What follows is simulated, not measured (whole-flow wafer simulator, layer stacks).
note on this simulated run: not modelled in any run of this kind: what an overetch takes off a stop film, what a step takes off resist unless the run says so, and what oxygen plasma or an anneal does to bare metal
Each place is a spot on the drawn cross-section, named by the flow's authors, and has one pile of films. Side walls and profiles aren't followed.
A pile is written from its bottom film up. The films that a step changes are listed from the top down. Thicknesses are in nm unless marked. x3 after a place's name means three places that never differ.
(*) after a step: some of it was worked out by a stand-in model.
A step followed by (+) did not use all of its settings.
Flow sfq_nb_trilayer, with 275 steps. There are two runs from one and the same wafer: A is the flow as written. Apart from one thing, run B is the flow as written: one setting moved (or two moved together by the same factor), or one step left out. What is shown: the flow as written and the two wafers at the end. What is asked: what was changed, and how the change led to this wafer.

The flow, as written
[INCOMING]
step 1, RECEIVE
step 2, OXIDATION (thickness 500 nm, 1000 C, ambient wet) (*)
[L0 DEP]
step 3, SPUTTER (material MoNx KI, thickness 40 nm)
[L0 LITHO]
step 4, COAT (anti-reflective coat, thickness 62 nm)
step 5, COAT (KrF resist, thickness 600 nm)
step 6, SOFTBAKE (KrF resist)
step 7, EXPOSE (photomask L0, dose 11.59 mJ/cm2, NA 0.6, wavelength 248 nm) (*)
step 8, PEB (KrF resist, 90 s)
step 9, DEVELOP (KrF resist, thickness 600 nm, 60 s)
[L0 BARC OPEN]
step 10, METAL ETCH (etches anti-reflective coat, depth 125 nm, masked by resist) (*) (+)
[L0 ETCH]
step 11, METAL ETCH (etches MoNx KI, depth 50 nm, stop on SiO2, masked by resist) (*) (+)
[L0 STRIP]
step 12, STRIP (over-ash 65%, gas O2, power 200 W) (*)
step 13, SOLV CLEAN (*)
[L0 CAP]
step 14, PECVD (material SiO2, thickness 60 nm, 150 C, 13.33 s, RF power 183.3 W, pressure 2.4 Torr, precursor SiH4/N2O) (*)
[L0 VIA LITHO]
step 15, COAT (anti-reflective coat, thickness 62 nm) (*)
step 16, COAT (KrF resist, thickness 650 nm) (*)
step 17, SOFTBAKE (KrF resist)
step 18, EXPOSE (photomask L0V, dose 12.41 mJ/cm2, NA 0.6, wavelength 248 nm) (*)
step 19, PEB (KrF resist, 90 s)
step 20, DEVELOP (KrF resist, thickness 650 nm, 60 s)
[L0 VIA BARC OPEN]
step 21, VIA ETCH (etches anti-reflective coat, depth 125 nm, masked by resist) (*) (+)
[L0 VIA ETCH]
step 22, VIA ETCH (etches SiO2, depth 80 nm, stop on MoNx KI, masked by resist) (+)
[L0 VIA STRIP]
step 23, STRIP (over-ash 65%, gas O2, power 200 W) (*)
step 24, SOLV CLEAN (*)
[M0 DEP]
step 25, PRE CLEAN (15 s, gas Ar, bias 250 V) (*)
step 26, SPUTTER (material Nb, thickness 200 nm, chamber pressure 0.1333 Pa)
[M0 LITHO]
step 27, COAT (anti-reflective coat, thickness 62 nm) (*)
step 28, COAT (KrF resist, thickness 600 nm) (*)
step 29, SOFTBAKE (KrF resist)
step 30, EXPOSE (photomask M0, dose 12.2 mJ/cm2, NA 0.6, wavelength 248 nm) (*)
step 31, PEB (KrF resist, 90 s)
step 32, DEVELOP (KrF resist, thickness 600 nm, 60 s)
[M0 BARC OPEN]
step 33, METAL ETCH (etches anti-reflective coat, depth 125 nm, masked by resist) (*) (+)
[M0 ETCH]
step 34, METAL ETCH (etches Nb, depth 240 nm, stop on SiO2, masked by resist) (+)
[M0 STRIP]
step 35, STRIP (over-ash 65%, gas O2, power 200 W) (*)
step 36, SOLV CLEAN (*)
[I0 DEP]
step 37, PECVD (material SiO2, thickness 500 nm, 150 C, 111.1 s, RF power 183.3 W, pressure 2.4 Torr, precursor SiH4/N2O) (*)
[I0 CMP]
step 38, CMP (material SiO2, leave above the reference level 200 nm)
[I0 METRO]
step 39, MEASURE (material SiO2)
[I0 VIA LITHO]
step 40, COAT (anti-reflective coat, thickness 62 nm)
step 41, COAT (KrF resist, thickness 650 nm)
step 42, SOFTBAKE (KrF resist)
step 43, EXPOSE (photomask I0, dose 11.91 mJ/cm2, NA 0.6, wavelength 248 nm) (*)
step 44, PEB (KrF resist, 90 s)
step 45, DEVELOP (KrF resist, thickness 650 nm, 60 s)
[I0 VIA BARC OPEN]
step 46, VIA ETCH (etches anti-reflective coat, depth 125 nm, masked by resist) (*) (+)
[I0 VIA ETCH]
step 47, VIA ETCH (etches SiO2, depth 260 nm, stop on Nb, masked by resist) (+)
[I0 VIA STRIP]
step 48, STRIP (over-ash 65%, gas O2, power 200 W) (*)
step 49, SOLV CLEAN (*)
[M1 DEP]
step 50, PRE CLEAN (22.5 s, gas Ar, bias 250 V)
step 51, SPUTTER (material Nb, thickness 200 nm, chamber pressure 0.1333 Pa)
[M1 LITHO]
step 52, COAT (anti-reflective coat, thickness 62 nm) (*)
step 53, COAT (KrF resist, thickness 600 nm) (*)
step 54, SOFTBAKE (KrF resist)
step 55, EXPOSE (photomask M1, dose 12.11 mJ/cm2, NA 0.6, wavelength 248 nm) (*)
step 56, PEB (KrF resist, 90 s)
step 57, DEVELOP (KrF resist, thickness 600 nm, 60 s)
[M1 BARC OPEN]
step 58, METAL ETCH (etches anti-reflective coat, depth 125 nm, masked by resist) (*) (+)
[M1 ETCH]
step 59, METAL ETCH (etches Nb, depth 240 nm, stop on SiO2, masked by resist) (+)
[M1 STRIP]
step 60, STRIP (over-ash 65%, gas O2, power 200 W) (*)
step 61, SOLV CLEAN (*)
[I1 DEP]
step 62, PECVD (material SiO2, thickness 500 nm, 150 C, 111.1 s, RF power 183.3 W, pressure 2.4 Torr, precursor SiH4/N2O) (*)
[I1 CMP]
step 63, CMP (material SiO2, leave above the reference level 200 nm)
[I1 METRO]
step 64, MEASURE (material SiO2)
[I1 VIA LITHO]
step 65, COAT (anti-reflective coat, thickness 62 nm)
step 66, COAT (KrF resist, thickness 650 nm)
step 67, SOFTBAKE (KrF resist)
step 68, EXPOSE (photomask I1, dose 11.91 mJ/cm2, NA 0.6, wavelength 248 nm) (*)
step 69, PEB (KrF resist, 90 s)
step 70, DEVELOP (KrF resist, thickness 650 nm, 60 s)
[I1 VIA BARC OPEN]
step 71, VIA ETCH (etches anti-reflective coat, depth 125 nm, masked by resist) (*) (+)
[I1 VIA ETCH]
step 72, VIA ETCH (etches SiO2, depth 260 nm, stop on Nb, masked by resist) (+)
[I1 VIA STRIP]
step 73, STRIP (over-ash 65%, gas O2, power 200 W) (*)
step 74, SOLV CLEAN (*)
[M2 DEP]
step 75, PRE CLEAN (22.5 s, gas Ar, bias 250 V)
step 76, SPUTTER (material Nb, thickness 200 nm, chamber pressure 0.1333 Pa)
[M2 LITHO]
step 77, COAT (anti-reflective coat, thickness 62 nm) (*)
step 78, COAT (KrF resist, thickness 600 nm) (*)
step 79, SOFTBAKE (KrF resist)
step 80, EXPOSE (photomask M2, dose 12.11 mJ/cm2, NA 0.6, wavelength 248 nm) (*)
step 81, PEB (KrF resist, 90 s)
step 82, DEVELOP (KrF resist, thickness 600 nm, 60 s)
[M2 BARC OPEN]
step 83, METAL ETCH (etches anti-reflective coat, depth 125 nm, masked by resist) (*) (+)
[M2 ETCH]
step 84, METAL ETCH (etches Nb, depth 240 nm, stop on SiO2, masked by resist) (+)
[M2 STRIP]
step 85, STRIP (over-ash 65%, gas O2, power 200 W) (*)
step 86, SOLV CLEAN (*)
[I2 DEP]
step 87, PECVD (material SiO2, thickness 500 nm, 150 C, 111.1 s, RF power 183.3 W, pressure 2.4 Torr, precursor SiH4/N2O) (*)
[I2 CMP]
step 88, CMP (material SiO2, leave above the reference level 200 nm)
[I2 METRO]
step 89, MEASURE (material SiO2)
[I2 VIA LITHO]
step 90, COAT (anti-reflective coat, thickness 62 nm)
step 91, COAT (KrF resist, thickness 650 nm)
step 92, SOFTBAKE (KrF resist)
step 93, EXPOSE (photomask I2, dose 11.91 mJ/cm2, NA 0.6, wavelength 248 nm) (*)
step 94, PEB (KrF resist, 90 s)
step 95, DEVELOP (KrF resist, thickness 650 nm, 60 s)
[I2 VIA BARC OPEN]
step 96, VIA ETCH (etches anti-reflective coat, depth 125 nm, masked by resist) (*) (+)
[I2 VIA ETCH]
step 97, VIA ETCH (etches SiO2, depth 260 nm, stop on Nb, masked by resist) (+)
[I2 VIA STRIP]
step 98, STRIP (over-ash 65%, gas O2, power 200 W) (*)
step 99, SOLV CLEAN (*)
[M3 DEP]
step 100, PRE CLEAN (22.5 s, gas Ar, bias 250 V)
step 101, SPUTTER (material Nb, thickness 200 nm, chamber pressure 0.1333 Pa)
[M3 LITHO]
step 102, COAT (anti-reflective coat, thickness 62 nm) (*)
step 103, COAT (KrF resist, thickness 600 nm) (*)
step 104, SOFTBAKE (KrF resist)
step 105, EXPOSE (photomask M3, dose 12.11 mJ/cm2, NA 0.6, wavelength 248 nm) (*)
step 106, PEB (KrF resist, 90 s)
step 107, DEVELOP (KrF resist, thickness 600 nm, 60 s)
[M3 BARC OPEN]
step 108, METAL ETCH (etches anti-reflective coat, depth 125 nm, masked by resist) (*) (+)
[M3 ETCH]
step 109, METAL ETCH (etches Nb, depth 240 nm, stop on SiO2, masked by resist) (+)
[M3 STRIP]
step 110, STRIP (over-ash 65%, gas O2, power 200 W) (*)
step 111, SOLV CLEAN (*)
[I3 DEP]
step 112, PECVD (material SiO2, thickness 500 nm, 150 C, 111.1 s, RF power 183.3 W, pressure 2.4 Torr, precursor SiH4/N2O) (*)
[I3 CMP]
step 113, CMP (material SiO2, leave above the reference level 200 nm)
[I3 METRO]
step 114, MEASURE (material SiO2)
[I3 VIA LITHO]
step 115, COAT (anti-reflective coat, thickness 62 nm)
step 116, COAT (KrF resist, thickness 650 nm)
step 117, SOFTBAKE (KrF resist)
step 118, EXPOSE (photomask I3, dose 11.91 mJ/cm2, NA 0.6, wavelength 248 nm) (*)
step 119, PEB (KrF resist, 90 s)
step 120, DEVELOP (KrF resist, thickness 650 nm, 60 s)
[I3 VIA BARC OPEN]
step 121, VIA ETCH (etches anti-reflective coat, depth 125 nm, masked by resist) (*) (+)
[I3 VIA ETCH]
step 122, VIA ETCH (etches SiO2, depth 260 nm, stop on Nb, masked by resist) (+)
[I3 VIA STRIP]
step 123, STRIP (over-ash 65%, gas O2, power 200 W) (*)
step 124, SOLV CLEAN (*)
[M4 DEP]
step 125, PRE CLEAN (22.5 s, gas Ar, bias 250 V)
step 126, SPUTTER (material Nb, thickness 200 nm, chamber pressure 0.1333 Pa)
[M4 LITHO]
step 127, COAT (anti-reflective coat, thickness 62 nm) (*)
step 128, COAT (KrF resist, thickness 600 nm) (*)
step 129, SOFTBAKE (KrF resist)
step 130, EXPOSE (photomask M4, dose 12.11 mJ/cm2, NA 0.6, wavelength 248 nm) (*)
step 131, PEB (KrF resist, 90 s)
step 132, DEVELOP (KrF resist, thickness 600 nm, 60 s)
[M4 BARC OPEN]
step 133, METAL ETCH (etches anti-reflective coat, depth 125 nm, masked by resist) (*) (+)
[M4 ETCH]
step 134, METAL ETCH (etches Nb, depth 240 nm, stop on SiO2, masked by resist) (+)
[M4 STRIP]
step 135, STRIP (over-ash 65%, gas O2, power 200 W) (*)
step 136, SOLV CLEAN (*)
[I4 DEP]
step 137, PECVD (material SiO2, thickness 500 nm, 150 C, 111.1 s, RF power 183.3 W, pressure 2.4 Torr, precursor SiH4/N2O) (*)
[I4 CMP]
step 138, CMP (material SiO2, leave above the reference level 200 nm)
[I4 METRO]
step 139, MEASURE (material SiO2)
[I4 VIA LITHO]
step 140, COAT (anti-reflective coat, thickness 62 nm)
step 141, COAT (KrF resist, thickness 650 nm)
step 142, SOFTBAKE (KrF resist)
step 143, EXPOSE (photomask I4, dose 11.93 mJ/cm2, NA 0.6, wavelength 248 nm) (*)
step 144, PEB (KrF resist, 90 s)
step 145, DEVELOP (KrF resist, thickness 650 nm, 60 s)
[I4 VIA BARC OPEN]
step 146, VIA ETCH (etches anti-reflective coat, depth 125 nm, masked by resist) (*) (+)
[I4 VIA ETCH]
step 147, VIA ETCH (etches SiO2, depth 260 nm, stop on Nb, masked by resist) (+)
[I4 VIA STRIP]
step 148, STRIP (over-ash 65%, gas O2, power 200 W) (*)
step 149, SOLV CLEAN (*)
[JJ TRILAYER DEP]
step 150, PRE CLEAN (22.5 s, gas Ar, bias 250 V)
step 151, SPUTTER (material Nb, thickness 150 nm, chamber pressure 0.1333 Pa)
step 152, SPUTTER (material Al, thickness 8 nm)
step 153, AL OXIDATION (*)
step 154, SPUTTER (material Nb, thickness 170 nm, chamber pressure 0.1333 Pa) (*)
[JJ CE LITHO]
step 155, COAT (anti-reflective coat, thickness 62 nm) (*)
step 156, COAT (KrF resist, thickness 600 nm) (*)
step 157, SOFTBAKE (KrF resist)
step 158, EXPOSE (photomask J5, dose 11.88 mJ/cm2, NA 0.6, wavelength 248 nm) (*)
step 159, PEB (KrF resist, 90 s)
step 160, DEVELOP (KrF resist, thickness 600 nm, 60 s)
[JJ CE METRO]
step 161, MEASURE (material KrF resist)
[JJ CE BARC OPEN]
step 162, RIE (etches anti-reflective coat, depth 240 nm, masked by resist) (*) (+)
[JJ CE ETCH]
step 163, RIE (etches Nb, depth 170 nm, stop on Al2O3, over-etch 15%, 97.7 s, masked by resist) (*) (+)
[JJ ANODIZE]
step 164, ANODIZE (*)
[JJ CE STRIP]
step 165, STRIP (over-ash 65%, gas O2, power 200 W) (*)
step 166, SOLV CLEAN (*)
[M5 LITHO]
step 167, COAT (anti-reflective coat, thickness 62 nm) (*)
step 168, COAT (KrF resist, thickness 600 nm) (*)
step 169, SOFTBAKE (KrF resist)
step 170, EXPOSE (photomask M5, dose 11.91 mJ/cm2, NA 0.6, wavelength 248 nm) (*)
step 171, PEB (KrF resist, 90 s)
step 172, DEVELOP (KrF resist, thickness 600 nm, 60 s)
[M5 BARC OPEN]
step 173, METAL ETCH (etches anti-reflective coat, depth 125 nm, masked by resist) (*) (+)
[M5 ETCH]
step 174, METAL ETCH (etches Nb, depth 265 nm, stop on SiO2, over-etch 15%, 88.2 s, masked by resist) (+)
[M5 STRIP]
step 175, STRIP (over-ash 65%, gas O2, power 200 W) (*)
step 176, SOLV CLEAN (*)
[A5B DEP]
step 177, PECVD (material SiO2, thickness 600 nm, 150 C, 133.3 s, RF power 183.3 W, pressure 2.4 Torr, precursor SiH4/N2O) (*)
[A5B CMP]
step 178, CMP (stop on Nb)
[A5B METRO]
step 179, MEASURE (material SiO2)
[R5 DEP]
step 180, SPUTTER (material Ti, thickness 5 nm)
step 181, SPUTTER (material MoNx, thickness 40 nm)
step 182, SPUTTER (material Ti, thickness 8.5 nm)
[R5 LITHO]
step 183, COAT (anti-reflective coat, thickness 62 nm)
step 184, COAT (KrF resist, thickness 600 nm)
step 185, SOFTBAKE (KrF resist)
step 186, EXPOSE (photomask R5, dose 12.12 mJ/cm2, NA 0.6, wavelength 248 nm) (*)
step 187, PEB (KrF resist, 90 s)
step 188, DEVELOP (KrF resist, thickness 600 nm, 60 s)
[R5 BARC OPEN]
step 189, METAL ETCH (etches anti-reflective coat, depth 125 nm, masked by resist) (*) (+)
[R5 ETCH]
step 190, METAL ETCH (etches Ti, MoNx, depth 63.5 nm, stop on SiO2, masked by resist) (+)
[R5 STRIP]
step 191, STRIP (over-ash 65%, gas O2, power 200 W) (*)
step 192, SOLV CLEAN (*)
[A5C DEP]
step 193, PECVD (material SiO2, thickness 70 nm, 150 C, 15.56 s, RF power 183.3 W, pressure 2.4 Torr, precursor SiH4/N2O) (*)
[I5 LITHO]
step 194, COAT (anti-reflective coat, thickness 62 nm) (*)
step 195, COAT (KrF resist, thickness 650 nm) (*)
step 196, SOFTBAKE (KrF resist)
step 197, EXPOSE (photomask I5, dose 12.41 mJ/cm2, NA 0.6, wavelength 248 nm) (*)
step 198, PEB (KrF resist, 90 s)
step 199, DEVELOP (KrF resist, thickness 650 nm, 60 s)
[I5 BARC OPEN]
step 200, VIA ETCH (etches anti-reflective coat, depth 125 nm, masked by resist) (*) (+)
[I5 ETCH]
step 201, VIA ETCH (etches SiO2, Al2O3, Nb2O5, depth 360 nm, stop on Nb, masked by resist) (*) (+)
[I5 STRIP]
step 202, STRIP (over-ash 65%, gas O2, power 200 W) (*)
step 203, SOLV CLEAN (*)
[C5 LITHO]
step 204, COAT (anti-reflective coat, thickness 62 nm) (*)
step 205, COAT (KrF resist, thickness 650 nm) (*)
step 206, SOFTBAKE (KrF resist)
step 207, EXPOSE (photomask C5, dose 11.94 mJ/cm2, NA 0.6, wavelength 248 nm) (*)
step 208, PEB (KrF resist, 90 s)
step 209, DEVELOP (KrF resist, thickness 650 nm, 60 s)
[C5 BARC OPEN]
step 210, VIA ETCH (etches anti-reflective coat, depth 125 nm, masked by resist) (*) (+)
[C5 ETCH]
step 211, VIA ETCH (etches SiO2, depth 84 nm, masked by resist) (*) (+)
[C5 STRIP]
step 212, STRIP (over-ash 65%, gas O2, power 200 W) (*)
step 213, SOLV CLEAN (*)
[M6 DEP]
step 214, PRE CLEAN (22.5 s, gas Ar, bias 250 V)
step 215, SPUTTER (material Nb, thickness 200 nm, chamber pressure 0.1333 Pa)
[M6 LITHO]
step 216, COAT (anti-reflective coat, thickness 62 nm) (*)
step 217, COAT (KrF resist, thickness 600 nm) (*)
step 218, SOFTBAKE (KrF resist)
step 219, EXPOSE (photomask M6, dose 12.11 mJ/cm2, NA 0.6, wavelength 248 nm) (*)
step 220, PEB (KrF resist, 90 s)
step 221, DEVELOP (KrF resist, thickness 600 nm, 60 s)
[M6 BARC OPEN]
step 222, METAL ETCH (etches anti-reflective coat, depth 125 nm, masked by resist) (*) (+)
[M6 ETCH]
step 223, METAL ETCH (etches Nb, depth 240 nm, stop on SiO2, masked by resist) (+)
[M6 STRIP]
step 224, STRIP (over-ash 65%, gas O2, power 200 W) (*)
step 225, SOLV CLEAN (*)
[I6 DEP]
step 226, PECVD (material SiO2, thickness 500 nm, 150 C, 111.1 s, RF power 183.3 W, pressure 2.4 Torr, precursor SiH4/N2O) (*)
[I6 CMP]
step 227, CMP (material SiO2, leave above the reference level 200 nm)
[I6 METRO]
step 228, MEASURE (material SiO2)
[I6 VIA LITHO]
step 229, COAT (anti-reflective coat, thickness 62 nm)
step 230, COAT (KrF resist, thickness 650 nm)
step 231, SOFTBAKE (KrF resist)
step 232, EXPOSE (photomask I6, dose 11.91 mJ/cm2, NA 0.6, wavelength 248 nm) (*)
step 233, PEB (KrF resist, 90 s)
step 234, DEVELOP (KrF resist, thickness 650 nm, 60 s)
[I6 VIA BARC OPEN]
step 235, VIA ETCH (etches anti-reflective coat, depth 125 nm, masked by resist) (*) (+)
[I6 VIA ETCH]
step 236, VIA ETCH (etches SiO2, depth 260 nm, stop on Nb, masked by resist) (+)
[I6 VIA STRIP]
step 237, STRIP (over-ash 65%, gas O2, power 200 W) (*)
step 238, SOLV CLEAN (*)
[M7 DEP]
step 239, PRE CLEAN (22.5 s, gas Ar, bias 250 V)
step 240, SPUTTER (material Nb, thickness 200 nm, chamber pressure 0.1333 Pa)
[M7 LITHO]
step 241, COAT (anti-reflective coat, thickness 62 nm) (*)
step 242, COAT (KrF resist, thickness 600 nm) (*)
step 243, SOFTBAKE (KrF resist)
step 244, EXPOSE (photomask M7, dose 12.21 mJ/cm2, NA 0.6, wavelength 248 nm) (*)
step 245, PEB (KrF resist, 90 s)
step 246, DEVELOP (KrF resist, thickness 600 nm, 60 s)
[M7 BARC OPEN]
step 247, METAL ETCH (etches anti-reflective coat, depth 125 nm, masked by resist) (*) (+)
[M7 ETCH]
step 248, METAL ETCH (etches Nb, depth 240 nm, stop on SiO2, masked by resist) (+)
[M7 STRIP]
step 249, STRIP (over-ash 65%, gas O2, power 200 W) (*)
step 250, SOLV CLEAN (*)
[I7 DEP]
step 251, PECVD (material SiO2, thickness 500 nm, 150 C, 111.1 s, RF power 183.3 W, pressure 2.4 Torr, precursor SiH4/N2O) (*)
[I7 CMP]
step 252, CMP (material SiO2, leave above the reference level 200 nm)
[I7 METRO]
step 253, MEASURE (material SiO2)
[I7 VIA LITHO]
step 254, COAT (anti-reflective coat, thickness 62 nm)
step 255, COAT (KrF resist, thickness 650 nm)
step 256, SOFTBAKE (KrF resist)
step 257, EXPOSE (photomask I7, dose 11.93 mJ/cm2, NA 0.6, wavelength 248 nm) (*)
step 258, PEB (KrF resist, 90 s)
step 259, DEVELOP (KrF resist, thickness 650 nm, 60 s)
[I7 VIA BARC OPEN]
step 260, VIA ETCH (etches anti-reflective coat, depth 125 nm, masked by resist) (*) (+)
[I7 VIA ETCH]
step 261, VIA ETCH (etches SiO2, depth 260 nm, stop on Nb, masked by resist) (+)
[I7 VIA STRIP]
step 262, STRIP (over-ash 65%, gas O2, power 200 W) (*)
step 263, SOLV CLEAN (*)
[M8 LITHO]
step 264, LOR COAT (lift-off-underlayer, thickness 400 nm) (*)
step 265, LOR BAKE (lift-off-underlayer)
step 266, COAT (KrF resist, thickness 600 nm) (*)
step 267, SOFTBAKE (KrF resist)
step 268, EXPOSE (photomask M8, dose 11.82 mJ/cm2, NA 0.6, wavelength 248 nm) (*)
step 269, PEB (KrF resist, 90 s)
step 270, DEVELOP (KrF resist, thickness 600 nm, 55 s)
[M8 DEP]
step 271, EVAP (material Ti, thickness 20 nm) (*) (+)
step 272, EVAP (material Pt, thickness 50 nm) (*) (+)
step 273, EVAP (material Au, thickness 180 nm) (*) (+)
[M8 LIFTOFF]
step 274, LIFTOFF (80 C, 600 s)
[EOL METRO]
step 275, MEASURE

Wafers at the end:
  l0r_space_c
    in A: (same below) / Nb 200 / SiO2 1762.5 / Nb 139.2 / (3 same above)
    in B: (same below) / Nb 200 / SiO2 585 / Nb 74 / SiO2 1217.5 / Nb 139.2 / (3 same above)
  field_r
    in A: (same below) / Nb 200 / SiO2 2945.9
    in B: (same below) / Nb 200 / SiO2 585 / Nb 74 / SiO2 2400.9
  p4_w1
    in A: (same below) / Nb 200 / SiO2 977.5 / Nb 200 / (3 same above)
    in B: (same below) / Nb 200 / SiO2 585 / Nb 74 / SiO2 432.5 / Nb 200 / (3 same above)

What caused this: step 76, SPUTTER: thickness 314 nm was run, though the flow has thickness 200 nm.

The path from the change to this, step by step:
  step 76, SPUTTER (material Nb, thickness 200 nm, chamber pressure 0.1333 Pa)
      field_l, v_sur, via_wl and 102 more: A +200 Nb (new film) | B +314 Nb (new film)
      via_v: A +174.5 Nb | B +275.9 Nb
  step 84, METAL ETCH (etches Nb, depth 240 nm, stop on SiO2, masked by resist) (+)
      field_l, be, be_sur and 81 more: A -200 Nb (all of it) | B -240 Nb
  step 87, PECVD (material SiO2, thickness 500 nm, 150 C, 111.1 s, RF power 183.3 W, pressure 2.4 Torr, precursor SiH4/N2O) (*)
      field_l, be, be_sur and 81 more: A +500 SiO2 | B +500 SiO2 (new film)
  step 88, CMP (material SiO2, leave above the reference level 200 nm)
      field_l, be, be_sur and 81 more: A -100 SiO2 | B -60 SiO2
      via_v: A -181.6 SiO2 | B -157.1 SiO2
With metal films that touch counted as one body, l0r_space_c has 3 bodies (between them, from the top down: SiO2 1217.5; SiO2 585); the flow as written gives 2 bodies (between them, from the top down: SiO2 1762.5).
With metal films that touch counted as one body, field_r has 2 bodies (between them, from the top down: SiO2 585); the flow as written gives 1 body.
With metal films that touch counted as one body, p4_w1 has 4 bodies (between them, from the top down: SiO2 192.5; SiO2 432.5; SiO2 585); the flow as written gives 3 bodies (between them, from the top down: SiO2 192.5; SiO2 977.5).
